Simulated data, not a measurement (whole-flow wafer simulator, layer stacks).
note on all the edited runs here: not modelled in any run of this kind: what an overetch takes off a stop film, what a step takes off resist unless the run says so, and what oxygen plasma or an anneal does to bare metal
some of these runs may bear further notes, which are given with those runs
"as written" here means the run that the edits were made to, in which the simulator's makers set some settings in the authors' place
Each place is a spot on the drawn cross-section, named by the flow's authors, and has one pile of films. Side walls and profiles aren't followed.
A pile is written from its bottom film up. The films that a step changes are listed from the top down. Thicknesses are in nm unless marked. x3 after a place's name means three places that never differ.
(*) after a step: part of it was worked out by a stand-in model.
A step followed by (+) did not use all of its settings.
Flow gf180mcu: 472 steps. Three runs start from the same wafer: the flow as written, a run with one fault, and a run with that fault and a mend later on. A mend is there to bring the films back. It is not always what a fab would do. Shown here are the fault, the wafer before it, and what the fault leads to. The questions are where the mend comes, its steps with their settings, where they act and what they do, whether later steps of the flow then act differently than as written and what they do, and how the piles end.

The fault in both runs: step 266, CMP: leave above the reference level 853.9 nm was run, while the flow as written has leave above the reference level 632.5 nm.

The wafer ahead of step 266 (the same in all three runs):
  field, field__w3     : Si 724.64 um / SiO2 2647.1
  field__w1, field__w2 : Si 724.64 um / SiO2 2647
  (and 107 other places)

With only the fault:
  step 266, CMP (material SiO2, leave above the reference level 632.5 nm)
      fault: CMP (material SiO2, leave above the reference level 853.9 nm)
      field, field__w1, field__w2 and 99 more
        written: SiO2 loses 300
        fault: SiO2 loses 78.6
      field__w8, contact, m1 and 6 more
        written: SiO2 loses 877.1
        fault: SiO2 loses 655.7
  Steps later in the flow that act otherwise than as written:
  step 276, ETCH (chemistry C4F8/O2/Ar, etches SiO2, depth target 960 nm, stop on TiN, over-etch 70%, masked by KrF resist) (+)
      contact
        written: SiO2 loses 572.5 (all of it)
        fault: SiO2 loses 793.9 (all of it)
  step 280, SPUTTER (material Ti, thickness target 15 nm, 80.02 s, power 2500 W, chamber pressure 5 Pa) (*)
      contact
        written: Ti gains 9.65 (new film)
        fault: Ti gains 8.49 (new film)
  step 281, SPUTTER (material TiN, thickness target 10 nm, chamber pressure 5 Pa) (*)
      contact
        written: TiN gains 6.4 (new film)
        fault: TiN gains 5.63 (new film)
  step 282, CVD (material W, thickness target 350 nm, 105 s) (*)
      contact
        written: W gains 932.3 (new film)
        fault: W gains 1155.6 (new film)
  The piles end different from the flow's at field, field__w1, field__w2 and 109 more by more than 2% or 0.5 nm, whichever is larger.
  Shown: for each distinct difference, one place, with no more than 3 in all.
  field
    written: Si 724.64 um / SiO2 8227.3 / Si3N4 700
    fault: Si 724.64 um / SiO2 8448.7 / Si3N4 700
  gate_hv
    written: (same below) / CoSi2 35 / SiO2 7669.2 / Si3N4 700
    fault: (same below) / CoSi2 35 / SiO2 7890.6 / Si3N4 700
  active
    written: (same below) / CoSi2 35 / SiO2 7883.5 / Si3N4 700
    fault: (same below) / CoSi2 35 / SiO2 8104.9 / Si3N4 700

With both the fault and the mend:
  The mend follows step 274.
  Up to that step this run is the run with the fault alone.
  step 274a, STRIP (chemistry O2/N2, power 2160 W, pressure 1700 mTorr) (*)
      field, field__w1, field__w2 and 107 more
        KrF resist loses 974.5 (all of it), anti-reflective coat loses 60 (all of it)
      contact
        anti-reflective coat loses 60 (all of it)
  step 274b, CMP (material SiO2, leave above the reference level 632.5 nm) (the flow's step 266, run once more)
      field, field__w1, field__w2 and 108 more
        SiO2 loses 221.4
  step 274c, HMDS (120 C, 60 s) (the flow's step 268, run once more)
      leaves every film unchanged at each place that is followed
  step 274d, COAT (anti-reflective coat, thickness 60 nm, 182 C, 71 s) (the flow's step 269, run once more)
      field, field__w1, field__w2 and 108 more
        anti-reflective coat gains 60 (new film)
  step 274e, COAT (KrF resist, thickness 1000 nm) (the flow's step 270, run once more)
      field, field__w1, field__w2 and 108 more
        KrF resist gains 1000 (new film)
  step 274f, SOFTBAKE (KrF resist) (the flow's step 271, run once more)
      leaves every film unchanged at each place that is followed
  step 274g, EXPOSE (photomask Via1) (the flow's step 272, run once more)
      leaves every film unchanged at each place that is followed
  step 274h, PEB (KrF resist, 135 C, 90 s) (the flow's step 273, run once more)
      field, field__w1, field__w2 and 108 more
        KrF resist loses 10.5
  step 274i, DEVELOP (KrF resist, thickness 1000 nm, 60 s) (the flow's step 274, run once more)
      field, field__w1, field__w2 and 107 more
        KrF resist loses 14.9
      contact
        KrF resist loses 989.5 (all of it)
  Later steps of the flow that are run all act as written at every place that is followed.
  At every place that both follow, the piles at the end match the flow's.
